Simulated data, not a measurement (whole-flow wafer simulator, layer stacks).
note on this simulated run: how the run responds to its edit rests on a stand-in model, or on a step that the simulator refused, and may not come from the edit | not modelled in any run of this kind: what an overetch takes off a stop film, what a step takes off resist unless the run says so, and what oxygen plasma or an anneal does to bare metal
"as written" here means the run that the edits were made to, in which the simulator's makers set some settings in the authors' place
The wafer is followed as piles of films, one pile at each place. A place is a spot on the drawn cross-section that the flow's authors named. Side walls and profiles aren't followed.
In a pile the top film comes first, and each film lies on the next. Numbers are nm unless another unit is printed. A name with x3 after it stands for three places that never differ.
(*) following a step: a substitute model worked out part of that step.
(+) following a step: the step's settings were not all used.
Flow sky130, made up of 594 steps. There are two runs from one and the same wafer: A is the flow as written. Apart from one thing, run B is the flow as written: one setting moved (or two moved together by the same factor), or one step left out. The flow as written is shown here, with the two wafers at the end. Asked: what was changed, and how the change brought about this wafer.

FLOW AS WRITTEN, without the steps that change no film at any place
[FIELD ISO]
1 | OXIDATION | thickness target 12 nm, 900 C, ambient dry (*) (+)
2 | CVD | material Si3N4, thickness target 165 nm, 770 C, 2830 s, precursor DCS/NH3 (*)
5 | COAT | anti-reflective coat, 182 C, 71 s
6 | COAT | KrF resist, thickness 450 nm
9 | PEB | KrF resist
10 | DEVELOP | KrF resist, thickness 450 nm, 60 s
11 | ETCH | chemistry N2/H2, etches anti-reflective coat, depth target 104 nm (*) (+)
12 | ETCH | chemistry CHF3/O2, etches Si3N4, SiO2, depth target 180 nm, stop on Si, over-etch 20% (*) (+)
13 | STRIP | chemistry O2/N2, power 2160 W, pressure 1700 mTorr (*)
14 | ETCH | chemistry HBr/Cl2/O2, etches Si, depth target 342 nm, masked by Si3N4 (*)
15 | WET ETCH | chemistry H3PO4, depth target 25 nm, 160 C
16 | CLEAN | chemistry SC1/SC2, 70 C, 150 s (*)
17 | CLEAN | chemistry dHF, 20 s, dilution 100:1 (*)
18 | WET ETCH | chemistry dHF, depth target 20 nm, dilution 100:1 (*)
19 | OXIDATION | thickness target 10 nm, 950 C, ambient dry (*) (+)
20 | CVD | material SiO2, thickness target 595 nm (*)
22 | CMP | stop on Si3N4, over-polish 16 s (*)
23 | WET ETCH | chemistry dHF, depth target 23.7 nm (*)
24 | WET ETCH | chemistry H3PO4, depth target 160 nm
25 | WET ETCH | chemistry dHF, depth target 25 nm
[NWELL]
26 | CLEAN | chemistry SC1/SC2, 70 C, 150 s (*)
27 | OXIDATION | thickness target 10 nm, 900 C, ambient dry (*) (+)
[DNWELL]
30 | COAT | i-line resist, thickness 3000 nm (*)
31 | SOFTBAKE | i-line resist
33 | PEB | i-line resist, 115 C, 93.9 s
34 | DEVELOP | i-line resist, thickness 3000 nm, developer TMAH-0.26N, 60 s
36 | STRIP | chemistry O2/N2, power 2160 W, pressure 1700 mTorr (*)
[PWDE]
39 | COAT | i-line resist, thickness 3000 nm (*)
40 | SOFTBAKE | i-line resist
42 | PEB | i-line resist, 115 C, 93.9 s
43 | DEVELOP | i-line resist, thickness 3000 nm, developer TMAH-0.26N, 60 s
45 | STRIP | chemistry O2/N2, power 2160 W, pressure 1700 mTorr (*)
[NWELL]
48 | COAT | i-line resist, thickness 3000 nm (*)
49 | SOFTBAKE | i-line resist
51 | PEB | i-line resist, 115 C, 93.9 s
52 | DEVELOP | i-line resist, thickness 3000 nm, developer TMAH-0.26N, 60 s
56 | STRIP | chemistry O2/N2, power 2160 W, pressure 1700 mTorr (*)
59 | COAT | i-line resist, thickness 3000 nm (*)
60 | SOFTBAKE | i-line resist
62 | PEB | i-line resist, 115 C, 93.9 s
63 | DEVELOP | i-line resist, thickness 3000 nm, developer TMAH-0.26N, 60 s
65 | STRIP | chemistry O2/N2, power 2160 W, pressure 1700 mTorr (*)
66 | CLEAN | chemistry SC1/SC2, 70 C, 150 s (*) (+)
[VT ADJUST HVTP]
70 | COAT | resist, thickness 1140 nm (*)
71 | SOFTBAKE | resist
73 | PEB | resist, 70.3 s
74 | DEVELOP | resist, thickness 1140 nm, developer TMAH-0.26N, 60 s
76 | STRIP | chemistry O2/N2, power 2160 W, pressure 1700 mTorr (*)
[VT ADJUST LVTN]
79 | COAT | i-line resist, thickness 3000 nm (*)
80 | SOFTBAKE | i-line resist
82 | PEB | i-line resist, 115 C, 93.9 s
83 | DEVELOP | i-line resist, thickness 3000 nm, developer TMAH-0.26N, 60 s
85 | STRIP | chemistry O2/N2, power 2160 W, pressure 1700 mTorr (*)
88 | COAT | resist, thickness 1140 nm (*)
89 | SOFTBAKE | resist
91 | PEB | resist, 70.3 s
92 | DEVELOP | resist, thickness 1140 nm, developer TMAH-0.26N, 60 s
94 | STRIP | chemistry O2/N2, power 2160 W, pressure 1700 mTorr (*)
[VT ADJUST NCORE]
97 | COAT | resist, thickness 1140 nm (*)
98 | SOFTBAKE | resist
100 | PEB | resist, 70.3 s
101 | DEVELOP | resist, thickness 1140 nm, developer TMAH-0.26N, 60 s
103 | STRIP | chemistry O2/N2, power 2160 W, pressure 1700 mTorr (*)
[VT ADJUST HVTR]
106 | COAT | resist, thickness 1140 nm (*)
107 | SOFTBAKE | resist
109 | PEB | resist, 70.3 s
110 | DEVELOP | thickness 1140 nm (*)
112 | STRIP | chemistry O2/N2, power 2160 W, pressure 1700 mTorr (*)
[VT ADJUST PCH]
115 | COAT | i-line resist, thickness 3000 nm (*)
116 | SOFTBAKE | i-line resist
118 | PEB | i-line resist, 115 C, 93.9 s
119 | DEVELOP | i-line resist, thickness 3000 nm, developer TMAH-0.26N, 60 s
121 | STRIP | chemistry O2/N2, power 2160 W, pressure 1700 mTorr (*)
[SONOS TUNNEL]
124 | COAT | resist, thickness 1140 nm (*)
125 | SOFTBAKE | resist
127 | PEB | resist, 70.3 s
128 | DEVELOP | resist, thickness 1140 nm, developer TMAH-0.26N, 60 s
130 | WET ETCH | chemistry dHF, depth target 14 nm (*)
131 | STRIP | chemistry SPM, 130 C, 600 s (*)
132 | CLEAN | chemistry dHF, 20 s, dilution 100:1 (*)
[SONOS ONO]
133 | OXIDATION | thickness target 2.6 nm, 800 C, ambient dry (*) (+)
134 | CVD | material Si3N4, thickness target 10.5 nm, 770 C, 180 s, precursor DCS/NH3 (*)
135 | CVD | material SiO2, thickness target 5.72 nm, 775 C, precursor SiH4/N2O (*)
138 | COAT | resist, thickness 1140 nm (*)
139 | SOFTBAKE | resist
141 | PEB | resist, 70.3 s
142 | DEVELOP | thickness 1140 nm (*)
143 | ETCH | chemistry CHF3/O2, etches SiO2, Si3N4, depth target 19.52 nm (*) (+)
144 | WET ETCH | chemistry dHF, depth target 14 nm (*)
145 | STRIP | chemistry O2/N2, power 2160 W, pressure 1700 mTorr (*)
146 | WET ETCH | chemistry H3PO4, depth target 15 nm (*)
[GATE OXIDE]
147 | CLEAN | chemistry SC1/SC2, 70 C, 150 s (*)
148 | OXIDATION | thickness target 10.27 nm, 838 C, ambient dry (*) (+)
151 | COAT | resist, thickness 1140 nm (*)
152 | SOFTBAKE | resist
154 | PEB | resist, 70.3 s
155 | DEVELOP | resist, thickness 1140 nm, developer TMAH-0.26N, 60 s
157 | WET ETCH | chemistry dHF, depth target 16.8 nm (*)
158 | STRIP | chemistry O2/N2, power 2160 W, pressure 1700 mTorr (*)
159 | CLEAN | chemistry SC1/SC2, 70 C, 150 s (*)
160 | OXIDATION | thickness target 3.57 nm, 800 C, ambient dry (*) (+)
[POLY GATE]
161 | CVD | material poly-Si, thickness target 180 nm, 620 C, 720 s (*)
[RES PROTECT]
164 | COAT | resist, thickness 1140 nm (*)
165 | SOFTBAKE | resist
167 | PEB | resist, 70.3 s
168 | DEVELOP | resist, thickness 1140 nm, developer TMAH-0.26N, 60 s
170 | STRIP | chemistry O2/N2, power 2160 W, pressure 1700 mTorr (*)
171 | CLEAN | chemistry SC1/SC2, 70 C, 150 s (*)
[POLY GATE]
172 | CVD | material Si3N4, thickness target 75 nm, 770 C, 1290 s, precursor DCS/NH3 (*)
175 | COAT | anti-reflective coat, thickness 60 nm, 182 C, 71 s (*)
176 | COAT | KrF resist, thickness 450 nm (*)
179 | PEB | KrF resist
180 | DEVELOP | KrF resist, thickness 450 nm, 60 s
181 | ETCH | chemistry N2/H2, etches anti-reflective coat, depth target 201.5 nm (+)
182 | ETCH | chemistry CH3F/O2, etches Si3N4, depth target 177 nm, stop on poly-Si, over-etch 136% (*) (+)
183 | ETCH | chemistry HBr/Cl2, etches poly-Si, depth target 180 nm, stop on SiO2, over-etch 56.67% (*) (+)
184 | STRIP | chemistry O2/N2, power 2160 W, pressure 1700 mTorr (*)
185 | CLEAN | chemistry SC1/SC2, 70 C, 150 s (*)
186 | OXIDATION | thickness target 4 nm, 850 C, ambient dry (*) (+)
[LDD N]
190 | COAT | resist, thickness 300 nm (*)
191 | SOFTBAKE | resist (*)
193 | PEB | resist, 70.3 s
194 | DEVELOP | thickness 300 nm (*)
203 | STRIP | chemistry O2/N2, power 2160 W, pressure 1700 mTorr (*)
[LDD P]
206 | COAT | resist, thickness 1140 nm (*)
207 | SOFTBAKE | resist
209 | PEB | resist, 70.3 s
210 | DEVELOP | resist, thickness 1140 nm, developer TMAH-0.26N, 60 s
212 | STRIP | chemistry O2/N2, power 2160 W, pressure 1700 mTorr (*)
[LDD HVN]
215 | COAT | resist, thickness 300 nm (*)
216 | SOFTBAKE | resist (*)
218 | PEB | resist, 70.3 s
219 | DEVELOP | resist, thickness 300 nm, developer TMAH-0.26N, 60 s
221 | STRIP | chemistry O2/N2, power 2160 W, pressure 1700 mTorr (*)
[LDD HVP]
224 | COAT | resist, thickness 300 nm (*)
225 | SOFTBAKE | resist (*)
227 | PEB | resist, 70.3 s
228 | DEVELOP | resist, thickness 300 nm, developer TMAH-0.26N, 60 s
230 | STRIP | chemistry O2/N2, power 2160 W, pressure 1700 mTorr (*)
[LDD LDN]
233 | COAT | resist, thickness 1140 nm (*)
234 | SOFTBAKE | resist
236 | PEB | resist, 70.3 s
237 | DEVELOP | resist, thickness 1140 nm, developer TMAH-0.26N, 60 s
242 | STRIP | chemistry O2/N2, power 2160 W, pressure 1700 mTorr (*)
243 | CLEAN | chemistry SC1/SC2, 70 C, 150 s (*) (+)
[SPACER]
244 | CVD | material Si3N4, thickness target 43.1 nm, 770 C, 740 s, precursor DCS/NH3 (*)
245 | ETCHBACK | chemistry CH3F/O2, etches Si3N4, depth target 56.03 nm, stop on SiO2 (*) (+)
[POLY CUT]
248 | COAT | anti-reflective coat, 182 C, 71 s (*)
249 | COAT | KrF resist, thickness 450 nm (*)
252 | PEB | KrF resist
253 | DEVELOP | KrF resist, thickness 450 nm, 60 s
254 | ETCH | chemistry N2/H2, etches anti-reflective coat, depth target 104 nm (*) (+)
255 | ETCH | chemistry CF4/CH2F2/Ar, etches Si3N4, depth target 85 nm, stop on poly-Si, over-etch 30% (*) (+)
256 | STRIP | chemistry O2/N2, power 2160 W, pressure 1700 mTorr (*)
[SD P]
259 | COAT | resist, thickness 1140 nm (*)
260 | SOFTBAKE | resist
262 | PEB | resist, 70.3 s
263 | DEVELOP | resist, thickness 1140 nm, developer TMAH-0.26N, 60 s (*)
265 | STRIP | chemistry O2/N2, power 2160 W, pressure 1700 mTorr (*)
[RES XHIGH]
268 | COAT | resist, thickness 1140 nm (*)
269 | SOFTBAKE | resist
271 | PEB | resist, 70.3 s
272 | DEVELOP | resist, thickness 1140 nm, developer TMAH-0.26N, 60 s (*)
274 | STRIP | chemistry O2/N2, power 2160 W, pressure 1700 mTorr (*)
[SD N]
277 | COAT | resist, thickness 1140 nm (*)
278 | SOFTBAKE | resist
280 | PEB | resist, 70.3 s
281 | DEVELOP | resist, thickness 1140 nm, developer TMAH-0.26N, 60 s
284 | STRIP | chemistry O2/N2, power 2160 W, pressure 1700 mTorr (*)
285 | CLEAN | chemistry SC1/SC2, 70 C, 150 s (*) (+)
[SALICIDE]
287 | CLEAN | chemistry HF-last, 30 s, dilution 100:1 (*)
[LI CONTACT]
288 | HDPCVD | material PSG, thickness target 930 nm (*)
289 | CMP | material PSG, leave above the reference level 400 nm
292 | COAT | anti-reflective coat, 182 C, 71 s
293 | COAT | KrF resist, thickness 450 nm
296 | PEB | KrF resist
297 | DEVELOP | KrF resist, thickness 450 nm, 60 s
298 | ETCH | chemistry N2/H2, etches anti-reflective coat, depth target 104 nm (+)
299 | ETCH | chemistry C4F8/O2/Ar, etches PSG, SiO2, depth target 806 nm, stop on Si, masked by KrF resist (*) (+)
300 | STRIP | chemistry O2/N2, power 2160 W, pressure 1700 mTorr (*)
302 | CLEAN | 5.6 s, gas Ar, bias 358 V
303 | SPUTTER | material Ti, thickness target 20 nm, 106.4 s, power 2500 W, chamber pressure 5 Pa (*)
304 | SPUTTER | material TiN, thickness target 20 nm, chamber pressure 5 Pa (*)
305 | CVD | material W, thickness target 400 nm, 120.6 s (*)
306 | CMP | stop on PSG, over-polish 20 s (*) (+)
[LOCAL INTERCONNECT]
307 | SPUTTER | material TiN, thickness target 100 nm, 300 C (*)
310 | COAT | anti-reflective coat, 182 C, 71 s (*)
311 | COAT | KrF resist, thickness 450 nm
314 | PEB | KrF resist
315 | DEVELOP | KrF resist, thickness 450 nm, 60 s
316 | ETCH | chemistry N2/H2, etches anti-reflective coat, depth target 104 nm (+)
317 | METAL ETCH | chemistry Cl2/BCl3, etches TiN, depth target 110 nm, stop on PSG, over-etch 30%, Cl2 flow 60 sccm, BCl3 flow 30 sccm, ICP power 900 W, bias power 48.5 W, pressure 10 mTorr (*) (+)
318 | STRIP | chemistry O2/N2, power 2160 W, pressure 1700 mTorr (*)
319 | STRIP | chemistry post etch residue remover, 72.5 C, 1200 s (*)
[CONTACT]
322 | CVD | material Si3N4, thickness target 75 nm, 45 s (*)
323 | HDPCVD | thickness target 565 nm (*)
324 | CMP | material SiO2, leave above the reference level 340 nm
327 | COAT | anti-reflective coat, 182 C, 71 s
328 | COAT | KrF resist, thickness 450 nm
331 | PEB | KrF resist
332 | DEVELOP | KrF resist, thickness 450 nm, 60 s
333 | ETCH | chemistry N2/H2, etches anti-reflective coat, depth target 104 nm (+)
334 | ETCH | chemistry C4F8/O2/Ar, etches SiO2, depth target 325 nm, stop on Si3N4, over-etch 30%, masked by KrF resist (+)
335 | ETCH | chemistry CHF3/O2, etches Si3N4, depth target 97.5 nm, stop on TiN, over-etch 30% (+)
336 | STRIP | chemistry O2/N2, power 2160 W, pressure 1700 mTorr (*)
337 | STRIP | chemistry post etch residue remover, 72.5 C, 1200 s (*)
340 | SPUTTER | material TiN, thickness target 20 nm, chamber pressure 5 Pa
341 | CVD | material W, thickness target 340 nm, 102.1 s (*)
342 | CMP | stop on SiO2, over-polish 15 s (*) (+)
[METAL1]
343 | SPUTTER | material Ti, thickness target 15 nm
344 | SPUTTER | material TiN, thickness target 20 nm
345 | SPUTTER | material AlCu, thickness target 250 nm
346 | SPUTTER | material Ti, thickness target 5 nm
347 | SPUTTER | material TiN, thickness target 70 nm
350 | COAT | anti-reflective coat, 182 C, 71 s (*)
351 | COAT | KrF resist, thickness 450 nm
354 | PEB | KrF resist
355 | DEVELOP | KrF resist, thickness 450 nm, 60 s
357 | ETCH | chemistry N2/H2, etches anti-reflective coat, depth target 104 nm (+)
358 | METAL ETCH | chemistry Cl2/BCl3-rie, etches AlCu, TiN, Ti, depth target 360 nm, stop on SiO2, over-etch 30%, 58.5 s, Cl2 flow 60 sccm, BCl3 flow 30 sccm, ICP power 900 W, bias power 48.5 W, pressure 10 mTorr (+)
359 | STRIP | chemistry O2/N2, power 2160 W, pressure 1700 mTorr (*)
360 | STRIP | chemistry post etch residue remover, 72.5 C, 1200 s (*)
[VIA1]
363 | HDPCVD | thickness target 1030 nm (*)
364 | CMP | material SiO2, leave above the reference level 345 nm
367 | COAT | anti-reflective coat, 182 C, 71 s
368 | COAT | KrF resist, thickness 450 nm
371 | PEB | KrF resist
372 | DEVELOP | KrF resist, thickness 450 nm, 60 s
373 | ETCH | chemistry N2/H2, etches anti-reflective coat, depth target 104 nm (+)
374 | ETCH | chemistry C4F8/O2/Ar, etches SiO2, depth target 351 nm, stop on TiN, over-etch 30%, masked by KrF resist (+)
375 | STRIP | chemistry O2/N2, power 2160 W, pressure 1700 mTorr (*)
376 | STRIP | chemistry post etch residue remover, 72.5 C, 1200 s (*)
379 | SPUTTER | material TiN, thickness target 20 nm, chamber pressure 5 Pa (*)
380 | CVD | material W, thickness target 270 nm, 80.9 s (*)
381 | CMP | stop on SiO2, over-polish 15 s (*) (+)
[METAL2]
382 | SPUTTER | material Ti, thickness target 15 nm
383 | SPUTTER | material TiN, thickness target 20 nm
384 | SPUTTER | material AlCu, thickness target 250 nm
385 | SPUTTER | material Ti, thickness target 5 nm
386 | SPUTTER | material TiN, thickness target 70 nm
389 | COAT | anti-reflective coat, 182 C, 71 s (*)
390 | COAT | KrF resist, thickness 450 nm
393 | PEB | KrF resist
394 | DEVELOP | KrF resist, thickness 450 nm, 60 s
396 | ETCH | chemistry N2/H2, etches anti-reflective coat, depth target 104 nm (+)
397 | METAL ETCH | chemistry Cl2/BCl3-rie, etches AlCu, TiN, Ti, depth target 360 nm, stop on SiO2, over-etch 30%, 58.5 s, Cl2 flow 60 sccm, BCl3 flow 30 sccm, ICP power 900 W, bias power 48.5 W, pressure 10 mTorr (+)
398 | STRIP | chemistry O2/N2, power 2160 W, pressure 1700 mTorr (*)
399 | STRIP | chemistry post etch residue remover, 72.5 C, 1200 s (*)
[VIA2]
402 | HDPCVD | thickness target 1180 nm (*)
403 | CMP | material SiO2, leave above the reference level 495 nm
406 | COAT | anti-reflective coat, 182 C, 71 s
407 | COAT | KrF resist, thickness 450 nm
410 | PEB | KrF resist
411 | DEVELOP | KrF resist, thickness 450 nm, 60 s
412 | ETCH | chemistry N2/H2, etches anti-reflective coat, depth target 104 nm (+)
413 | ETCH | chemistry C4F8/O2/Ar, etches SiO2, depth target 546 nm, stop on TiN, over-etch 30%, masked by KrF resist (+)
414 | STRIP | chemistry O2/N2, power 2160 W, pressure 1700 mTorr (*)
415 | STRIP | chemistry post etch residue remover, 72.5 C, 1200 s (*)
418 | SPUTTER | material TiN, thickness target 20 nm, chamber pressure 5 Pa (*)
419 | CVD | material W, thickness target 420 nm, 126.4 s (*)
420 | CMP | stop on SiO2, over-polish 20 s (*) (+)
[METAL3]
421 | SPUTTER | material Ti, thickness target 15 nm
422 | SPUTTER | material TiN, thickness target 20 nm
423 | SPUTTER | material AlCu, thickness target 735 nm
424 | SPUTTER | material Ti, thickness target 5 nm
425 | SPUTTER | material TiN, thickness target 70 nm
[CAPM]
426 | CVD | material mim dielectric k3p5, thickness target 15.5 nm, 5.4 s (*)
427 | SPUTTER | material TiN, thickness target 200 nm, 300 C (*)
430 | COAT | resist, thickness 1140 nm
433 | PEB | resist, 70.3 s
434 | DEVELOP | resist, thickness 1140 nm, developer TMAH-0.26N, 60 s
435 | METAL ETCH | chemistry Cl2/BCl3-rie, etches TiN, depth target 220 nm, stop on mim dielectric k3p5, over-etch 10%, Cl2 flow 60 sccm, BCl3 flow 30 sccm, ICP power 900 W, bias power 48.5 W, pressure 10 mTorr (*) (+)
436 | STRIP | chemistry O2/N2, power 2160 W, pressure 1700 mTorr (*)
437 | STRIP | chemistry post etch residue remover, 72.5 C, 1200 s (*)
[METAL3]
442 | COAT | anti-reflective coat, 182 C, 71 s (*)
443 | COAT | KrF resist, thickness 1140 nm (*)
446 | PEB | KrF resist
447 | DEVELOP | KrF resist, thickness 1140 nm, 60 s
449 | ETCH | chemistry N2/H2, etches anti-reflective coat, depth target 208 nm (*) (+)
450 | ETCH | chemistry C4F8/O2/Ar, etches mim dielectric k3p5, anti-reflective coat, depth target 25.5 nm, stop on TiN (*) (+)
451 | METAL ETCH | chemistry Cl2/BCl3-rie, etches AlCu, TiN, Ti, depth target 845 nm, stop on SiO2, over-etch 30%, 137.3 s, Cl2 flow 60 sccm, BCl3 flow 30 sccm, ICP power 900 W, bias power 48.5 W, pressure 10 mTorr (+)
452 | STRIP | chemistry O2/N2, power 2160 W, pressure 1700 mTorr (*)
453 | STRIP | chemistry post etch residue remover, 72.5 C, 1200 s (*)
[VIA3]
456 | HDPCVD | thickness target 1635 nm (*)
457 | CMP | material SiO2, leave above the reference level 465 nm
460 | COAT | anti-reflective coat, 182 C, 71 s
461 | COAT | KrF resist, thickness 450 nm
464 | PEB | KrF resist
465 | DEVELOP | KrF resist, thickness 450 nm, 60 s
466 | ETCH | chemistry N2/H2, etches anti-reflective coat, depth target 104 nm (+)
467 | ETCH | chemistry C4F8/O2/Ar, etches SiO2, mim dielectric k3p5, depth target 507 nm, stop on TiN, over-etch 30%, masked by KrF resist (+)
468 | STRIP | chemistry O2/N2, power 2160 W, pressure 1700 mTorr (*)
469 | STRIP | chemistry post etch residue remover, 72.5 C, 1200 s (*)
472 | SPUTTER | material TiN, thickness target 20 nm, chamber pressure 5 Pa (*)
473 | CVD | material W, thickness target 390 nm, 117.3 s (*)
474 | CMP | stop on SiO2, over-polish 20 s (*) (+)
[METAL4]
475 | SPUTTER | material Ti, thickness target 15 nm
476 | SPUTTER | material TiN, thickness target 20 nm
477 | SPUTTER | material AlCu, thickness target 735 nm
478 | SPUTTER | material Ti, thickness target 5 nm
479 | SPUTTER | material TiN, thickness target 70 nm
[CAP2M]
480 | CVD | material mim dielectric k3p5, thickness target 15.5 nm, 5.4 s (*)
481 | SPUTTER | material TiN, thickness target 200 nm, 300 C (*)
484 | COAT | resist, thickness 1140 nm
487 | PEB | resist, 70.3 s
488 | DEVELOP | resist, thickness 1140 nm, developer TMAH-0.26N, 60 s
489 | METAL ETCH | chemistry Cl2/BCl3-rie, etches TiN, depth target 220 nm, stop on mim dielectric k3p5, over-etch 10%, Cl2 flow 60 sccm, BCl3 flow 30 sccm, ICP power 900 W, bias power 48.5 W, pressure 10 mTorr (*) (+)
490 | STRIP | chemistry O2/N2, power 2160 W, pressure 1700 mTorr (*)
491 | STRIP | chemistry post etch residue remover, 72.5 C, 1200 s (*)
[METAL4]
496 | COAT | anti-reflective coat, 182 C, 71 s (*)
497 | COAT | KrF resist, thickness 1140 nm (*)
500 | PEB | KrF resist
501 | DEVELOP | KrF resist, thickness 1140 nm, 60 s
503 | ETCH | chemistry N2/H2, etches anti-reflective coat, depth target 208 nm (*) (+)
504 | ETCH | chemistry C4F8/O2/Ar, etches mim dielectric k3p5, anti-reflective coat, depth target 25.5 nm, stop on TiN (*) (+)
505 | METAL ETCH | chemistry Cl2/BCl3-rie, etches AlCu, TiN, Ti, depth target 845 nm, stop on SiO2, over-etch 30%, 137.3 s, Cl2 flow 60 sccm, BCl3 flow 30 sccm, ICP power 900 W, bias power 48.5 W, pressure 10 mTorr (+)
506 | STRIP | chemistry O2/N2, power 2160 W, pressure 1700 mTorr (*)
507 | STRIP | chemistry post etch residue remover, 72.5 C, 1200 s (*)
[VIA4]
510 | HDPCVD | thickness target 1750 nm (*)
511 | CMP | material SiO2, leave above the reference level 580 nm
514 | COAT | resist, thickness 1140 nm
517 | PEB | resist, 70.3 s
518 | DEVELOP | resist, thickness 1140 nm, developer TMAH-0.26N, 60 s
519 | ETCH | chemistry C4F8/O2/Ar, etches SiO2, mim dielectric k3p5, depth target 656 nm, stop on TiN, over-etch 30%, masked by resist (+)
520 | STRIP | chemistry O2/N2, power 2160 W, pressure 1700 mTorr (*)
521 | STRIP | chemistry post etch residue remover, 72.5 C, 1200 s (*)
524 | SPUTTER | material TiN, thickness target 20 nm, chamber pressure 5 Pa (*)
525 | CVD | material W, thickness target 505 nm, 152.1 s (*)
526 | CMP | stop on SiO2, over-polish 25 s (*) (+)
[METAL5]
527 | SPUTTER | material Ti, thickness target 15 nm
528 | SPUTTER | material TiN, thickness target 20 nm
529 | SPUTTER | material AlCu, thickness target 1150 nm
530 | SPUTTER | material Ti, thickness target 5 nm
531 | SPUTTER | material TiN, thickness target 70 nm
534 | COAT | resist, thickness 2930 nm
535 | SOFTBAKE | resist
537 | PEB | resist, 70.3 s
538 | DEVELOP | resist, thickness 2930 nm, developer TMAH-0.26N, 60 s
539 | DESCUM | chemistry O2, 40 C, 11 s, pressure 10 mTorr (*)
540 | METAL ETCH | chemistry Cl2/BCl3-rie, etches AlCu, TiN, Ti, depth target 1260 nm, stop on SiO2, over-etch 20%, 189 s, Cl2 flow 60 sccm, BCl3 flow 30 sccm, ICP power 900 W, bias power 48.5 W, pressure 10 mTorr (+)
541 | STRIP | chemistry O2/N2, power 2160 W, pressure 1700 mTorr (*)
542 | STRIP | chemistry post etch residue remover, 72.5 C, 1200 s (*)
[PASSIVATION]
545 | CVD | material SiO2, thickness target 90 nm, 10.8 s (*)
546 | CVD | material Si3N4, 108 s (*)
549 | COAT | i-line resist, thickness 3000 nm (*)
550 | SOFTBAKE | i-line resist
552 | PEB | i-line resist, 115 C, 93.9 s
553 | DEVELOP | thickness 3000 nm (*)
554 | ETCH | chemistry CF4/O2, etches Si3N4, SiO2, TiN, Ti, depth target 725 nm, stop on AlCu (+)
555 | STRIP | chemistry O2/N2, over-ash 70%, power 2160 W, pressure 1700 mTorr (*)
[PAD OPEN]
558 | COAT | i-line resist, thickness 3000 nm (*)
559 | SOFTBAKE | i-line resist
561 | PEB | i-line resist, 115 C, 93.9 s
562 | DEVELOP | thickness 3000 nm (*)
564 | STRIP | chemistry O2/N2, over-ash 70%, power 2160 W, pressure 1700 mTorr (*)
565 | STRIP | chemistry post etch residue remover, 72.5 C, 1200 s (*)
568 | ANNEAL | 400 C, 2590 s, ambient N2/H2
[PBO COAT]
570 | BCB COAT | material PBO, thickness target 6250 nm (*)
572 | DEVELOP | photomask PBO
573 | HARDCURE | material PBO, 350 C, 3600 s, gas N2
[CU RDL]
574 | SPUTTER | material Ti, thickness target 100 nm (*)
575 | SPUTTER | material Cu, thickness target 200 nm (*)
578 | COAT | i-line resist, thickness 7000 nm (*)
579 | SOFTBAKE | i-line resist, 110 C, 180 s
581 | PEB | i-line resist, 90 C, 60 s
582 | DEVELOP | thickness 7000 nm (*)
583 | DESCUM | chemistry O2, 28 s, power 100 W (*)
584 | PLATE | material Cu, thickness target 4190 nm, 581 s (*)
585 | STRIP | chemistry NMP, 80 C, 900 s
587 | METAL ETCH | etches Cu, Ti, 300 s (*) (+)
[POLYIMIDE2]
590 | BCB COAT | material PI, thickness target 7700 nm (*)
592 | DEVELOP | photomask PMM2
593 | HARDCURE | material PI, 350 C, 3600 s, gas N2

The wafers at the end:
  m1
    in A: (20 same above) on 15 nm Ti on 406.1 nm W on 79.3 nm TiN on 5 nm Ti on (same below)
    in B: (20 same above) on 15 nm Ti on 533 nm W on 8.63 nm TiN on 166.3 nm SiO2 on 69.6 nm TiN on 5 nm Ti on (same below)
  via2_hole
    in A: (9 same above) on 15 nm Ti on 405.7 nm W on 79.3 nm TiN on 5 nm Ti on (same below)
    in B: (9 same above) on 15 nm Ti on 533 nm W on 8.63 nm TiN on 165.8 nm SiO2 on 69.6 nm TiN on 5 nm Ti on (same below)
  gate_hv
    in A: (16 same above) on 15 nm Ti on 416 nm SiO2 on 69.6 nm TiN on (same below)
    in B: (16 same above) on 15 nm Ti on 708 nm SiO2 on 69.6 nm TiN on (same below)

What caused this: step 403, CMP: leave above the reference level 787 nm was run, though the flow has leave above the reference level 495 nm.

How this came from the change, step by step:
  403 | CMP | material SiO2, leave above the reference level 495 nm
      n_well, p_well, gate_hv and 101 more: A SiO2 loses 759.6 | B SiO2 loses 467.6
      field, active, gate and 82 more: A SiO2 loses 389.1 | B SiO2 loses 97.1
      (and at 2 other places as well)
  413 | ETCH | chemistry C4F8/O2/Ar, etches SiO2, depth target 546 nm, stop on TiN, over-etch 30%, masked by KrF resist (+)
      m1: A SiO2 loses 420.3 (all of it) | B SiO2 loses 546
      via2_hole: A SiO2 loses 419.8 (all of it) | B SiO2 loses 546
  418 | SPUTTER | material TiN, thickness target 20 nm, chamber pressure 5 Pa (*)
      m1, via2_hole: A TiN gains 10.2 | B TiN gains 8.63 (new film)
  419 | CVD | material W, thickness target 420 nm, 126.4 s (*)
      m1: A W gains 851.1 (new film) | B W gains 978 (new film)
      via2_hole: A W gains 850.7 (new film) | B W gains 978 (new film)
If metal films that touch count as one body, m1 has 3 bodies (between them, from the top down: SiO2 166.3; SiO2 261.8 / Si3N4 75); the flow as written gives 2 bodies (between them, from the top down: SiO2 261.8 / Si3N4 75).
If metal films that touch count as one body, via2_hole has 2 bodies (between them, from the top down: SiO2 165.8); the flow as written gives 1 body.
